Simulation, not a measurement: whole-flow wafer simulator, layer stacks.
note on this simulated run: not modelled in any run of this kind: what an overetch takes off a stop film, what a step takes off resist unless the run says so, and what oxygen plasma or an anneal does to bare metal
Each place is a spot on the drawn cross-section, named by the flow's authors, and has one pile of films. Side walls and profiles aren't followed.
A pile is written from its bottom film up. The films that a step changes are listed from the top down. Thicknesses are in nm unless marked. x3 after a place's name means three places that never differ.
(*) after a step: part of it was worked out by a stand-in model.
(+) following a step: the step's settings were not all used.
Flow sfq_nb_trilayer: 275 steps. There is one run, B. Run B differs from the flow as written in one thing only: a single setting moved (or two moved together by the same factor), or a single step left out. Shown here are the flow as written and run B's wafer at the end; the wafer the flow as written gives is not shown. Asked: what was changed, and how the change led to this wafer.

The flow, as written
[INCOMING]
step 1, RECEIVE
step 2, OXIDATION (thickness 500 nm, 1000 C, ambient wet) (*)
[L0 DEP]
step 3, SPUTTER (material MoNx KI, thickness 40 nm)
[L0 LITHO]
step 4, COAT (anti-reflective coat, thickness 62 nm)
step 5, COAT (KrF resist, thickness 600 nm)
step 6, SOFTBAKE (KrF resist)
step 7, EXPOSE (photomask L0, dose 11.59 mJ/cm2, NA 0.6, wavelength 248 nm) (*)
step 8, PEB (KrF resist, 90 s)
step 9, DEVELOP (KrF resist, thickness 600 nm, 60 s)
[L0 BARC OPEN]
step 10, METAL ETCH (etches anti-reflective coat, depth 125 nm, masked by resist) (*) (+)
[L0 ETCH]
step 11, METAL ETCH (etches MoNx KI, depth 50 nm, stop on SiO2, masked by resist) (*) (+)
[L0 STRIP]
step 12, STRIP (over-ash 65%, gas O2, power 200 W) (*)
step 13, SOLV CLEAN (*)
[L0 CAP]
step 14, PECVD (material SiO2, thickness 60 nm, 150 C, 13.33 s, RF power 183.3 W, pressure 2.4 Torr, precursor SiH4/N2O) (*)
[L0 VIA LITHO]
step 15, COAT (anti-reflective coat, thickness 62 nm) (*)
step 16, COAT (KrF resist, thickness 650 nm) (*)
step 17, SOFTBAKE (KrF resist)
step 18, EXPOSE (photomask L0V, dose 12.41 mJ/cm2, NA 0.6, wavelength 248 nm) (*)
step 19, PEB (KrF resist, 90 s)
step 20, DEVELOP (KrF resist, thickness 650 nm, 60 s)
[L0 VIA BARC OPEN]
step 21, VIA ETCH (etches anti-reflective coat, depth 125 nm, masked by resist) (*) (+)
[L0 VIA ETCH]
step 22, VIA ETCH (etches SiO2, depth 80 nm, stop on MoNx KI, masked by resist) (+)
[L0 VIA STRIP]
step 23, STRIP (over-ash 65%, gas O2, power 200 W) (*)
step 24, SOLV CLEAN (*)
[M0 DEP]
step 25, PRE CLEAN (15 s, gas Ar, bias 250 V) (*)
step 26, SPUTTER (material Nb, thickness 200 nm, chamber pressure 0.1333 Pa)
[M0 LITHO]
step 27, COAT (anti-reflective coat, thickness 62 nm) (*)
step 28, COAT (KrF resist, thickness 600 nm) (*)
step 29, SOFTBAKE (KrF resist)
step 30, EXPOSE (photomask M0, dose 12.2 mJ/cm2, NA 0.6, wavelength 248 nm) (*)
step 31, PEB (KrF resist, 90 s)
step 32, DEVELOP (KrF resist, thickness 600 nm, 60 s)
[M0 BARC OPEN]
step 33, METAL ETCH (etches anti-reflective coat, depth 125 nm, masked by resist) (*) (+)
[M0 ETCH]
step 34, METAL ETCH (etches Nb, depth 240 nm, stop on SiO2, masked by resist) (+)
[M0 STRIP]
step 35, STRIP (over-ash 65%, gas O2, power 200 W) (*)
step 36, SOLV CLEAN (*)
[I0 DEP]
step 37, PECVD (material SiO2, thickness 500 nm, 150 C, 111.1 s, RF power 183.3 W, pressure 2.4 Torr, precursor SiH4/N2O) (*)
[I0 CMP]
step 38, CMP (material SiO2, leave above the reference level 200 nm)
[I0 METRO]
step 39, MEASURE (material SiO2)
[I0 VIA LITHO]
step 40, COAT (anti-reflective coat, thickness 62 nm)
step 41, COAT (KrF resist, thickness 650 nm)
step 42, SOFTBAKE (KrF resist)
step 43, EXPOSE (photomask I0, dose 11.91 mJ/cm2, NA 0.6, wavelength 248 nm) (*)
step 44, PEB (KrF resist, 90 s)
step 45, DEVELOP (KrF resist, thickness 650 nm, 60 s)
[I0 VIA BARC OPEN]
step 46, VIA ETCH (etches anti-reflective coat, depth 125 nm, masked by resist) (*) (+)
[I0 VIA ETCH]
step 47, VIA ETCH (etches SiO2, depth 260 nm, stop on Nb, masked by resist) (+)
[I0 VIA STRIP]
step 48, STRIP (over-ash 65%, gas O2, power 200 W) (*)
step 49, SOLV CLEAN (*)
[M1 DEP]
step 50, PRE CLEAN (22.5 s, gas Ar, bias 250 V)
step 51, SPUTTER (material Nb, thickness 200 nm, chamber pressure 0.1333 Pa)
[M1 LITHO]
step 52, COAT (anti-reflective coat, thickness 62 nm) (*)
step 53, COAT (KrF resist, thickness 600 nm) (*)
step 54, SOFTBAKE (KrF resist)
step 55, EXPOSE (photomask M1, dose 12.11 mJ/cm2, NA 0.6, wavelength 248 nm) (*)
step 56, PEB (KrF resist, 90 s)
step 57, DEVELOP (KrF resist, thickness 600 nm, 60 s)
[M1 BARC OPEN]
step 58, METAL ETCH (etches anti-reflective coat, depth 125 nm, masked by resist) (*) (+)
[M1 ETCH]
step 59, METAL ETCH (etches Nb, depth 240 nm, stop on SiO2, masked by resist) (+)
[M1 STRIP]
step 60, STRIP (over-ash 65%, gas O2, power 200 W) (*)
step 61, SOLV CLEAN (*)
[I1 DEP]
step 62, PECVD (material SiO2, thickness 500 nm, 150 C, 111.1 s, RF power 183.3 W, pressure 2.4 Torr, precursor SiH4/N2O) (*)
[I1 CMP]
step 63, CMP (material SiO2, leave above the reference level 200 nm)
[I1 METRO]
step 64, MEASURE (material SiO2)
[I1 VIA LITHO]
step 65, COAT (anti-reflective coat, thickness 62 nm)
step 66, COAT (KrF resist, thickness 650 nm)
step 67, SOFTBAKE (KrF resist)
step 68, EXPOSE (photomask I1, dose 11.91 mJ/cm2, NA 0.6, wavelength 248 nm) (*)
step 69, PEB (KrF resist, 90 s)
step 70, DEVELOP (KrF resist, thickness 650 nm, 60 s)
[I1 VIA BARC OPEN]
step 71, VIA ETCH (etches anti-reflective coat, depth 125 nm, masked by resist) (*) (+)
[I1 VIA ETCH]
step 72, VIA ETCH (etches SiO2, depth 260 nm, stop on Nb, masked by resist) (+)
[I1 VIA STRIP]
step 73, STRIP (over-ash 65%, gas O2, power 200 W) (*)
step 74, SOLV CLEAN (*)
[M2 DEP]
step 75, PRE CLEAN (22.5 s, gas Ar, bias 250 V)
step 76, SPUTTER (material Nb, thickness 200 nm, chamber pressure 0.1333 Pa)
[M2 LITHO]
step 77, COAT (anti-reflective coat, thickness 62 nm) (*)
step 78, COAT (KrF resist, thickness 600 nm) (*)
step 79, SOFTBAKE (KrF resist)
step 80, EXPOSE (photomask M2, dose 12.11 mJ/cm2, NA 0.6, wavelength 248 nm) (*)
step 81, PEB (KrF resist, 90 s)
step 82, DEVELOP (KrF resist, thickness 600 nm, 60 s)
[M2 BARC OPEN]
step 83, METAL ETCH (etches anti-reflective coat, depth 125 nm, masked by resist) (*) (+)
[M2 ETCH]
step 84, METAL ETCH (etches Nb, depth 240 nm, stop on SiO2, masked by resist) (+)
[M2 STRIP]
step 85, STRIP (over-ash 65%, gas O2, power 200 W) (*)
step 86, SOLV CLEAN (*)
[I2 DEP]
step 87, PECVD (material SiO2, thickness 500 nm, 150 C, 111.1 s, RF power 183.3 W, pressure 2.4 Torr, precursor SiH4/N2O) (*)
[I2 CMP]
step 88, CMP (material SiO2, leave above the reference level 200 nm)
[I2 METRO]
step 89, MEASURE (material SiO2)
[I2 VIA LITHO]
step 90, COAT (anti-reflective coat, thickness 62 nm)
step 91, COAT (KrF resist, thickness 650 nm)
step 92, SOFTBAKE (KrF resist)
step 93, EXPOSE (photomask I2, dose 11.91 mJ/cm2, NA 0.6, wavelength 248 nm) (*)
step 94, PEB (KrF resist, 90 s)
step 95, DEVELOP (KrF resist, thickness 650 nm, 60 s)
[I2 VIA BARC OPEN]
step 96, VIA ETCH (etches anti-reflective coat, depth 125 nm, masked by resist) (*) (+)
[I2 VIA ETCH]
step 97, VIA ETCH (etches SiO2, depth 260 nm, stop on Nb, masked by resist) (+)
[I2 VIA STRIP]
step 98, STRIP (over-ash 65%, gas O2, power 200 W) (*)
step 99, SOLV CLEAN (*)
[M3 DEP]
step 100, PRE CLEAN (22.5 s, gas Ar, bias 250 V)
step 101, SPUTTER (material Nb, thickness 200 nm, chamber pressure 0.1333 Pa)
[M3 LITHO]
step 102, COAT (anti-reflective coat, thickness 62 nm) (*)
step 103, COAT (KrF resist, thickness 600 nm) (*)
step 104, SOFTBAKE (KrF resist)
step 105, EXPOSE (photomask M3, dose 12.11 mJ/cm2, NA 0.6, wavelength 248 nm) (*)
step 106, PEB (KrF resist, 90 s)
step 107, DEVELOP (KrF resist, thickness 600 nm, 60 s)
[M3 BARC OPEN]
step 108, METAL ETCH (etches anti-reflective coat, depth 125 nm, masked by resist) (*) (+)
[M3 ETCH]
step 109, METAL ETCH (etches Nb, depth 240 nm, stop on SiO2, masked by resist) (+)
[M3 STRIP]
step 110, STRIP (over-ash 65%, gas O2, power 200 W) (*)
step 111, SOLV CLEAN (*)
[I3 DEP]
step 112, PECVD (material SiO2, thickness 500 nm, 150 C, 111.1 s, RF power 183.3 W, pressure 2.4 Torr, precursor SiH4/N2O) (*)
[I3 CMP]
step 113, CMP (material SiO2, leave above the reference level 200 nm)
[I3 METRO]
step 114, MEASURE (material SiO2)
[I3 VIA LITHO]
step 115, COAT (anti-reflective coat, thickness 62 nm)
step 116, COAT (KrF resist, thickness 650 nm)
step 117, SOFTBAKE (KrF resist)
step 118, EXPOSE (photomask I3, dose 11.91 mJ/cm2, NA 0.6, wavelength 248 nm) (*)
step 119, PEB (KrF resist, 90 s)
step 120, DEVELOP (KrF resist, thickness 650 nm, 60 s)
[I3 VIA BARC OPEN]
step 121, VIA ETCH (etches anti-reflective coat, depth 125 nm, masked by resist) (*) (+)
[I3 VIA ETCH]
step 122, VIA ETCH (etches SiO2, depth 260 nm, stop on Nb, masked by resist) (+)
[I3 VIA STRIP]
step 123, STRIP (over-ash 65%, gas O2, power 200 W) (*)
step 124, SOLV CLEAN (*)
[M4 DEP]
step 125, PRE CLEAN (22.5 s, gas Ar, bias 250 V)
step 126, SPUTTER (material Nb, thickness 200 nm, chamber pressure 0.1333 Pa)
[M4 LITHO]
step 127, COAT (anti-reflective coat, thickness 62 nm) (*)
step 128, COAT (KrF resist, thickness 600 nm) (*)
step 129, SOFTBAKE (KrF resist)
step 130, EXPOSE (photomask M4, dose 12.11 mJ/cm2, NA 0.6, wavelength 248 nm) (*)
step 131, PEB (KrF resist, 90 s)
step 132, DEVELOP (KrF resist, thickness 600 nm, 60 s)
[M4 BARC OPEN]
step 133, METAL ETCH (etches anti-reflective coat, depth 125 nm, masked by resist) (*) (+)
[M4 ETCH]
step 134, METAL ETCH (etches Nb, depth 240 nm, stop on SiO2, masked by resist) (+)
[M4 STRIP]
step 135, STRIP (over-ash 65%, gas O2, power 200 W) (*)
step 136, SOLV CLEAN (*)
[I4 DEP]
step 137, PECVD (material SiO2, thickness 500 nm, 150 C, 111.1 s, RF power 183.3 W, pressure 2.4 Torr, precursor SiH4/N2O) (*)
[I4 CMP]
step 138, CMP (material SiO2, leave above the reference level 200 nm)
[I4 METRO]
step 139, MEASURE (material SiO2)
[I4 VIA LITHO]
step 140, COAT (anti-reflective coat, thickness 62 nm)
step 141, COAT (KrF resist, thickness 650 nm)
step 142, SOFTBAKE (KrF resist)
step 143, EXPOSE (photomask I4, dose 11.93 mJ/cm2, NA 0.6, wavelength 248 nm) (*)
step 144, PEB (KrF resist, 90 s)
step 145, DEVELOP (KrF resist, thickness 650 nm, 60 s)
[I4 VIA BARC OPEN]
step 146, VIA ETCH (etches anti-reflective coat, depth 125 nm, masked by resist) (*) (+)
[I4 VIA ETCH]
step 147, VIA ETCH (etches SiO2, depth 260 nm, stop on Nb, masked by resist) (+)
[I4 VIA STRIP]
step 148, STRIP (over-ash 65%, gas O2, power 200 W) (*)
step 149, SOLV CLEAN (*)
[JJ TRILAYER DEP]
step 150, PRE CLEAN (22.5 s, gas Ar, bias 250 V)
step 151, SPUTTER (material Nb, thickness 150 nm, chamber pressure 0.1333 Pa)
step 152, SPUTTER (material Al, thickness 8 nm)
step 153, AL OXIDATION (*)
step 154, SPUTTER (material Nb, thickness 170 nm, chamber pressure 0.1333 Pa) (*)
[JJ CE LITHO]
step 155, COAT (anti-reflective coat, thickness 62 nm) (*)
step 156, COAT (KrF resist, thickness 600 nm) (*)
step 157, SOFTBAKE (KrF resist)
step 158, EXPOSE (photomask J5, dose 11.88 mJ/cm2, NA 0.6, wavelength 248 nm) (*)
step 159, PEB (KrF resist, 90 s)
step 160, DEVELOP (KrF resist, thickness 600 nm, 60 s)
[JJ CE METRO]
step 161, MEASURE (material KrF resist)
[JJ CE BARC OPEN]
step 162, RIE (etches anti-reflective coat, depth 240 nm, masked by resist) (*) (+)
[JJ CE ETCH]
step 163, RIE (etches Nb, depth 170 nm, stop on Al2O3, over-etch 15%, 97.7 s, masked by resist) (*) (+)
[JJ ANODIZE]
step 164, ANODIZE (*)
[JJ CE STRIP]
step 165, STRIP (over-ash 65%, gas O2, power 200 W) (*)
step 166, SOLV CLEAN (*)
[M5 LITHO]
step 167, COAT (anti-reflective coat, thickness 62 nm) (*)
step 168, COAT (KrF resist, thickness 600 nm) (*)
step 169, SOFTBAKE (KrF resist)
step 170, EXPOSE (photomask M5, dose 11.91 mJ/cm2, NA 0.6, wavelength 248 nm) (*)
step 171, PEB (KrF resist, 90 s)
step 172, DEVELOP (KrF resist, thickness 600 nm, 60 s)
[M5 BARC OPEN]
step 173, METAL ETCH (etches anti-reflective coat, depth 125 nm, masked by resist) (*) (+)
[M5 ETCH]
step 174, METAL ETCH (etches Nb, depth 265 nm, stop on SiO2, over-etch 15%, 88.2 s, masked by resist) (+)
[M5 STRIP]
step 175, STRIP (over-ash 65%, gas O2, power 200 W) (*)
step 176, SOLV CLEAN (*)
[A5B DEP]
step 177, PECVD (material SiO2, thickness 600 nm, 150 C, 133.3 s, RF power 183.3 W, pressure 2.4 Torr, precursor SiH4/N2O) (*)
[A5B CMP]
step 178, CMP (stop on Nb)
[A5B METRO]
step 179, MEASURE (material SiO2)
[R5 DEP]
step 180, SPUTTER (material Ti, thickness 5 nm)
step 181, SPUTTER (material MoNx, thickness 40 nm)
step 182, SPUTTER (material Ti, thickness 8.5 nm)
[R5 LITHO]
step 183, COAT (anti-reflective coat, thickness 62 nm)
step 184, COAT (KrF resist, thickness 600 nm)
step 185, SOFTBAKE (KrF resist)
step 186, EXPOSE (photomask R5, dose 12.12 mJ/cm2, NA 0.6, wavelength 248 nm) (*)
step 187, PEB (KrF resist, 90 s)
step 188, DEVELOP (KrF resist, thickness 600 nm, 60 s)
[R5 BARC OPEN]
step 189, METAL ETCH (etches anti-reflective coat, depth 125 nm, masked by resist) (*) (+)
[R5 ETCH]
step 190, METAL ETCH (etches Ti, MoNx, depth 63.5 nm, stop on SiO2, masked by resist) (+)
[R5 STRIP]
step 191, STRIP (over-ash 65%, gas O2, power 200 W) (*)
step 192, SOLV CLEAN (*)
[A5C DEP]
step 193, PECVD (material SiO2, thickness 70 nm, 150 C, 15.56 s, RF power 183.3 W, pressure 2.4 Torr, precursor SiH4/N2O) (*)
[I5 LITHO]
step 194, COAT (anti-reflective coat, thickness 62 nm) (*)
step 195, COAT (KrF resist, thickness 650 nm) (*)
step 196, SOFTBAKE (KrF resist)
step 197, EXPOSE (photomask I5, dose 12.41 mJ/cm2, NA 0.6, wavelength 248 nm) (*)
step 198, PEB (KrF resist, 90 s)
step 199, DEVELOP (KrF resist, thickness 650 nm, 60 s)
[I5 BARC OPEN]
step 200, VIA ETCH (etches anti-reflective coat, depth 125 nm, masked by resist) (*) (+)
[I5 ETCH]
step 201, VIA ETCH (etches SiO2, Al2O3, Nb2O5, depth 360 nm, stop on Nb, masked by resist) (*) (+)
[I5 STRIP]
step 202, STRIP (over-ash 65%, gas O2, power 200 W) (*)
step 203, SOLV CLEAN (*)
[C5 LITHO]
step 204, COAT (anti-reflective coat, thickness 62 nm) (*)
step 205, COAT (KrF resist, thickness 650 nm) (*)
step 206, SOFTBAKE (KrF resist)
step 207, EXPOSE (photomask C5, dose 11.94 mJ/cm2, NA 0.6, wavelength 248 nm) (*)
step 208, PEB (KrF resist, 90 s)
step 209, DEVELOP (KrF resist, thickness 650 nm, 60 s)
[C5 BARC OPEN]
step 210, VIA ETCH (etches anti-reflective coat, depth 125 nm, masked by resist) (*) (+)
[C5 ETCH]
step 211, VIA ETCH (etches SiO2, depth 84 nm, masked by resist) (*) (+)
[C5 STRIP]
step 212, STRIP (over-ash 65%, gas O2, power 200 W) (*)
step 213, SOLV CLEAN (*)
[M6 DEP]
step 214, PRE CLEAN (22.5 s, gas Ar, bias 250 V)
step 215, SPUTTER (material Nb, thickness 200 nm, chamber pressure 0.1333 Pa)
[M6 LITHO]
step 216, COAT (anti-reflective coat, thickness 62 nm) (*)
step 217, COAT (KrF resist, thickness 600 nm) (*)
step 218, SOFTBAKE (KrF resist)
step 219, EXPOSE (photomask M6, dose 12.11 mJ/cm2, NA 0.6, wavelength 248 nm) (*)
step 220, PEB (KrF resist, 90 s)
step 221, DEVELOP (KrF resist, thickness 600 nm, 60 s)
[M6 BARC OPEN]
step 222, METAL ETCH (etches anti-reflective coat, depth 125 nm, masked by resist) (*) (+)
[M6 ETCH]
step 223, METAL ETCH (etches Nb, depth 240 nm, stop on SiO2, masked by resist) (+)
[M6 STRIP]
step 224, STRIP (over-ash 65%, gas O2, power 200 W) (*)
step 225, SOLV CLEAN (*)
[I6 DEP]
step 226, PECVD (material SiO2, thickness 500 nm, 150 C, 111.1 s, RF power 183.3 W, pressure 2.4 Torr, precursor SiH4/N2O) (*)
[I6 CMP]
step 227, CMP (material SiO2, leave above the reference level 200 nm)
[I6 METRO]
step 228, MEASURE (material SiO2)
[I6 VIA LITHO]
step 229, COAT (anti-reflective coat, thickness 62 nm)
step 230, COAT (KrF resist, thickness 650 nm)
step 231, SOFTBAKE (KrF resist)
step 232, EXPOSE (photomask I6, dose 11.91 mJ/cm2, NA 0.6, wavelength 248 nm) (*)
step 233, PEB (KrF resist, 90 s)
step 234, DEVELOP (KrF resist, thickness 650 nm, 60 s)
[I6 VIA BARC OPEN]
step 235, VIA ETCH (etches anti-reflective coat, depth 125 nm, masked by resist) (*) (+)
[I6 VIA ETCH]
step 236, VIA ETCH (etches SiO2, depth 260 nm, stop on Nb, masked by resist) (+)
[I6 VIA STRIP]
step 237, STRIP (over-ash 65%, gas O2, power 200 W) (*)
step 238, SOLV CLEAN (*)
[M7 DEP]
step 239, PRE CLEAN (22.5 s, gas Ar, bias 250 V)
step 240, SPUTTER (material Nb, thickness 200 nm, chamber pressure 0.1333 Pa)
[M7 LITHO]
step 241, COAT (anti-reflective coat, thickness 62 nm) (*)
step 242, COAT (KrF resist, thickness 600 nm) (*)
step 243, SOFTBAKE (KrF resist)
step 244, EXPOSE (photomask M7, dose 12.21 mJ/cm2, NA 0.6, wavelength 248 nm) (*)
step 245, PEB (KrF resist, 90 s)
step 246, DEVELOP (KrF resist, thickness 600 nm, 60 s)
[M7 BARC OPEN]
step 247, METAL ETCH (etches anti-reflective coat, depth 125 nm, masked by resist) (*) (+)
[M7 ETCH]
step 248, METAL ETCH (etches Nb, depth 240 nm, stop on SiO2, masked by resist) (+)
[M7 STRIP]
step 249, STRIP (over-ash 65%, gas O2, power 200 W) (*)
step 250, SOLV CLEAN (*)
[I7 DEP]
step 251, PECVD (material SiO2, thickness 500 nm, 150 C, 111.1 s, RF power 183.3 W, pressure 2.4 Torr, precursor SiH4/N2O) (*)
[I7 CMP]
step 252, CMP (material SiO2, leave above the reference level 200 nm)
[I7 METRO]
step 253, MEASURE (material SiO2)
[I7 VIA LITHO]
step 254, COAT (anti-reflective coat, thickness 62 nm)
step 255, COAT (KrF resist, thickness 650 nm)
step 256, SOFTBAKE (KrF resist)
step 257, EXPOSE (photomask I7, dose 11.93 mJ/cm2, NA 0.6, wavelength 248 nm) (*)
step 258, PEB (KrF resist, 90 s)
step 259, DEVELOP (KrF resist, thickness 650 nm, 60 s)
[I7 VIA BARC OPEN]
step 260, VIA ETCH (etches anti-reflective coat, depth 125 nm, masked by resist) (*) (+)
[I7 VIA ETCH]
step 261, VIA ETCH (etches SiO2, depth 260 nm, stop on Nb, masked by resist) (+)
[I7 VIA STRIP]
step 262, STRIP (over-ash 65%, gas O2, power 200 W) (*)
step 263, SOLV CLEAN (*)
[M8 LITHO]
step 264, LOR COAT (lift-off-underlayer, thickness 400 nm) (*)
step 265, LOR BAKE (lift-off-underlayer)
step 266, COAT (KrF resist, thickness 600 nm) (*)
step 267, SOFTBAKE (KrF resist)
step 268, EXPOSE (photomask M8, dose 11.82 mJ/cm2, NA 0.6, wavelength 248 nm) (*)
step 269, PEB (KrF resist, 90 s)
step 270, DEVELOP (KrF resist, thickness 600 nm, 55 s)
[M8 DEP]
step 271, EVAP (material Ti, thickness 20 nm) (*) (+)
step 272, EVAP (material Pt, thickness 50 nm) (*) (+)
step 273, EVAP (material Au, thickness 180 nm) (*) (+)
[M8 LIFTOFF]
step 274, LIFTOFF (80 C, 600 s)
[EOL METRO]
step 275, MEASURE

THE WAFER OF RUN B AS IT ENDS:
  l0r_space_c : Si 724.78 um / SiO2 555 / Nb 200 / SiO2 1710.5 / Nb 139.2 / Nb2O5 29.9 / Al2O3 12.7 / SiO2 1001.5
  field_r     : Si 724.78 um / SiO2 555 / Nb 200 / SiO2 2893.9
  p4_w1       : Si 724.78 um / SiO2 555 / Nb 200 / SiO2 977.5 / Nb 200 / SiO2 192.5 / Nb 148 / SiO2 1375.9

What caused this: step 126, SPUTTER: thickness 148 nm was run, though the flow has thickness 200 nm.
The wafer itself shows it: p4_w1 has Nb 148, and step 126 as written asks for 200 nm.

How this came from the change, step by step:
  step 126, SPUTTER (material Nb, thickness 200 nm, chamber pressure 0.1333 Pa)
      field_l, v_sur, via_wl and 102 more: Nb gains 148 (new film) (in the flow as written it would be: Nb gains 200 (new film))
      via_v: Nb gains 122.2 (in the flow as written it would be: Nb gains 165.5)
  step 127, COAT (anti-reflective coat, thickness 62 nm) (*)
      via_v: anti-reflective coat gains 122.2 (new film) (in the flow as written it would be: anti-reflective coat gains 124.8 (new film))
  step 134, METAL ETCH (etches Nb, depth 240 nm, stop on SiO2, masked by resist) (+)
      field_l, be, be_sur and 64 more: Nb loses 148 (all of it) (in the flow as written it would be: Nb loses 200 (all of it))
      v_sur, via_wl, via_w and 36 more: KrF resist loses 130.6 (in the flow as written it would be: KrF resist loses 141.2)
  step 135, STRIP (over-ash 65%, gas O2, power 200 W) (*)
      p4_fl, p4_fm, p4_w1 and 26 more: KrF resist loses 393 (all of it), anti-reflective coat loses 62 (all of it) (in the flow as written it would be: KrF resist loses 382.4 (all of it), anti-reflective coat loses 62 (all of it))
      ln_m5, lsp_m, ln_m6: KrF resist loses 392.5 (all of it), anti-reflective coat loses 61.8 (all of it) (in the flow as written it would be: KrF resist loses 381.9 (all of it), anti-reflective coat loses 61.8 (all of it))
      (also at 7 further places)
  step 137, PECVD (material SiO2, thickness 500 nm, 150 C, 111.1 s, RF power 183.3 W, pressure 2.4 Torr, precursor SiH4/N2O) (*)
      p3_s0, p3_s1, p3_s2, p3_s3, p3_s4, p3_s5: SiO2 gains 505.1 (in the flow as written it would be: SiO2 gains 557.1)
      via_v: SiO2 gains 601.1 (new film) (in the flow as written it would be: SiO2 gains 615 (new film))
  step 138, CMP (material SiO2, leave above the reference level 200 nm)
      field_l, be, be_sur and 55 more: SiO2 loses 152 (in the flow as written it would be: SiO2 loses 100)
      lsp_r, l0_sur, l0v: SiO2 loses 146 (in the flow as written it would be: SiO2 loses 91.9)
      (also at 1 further place)
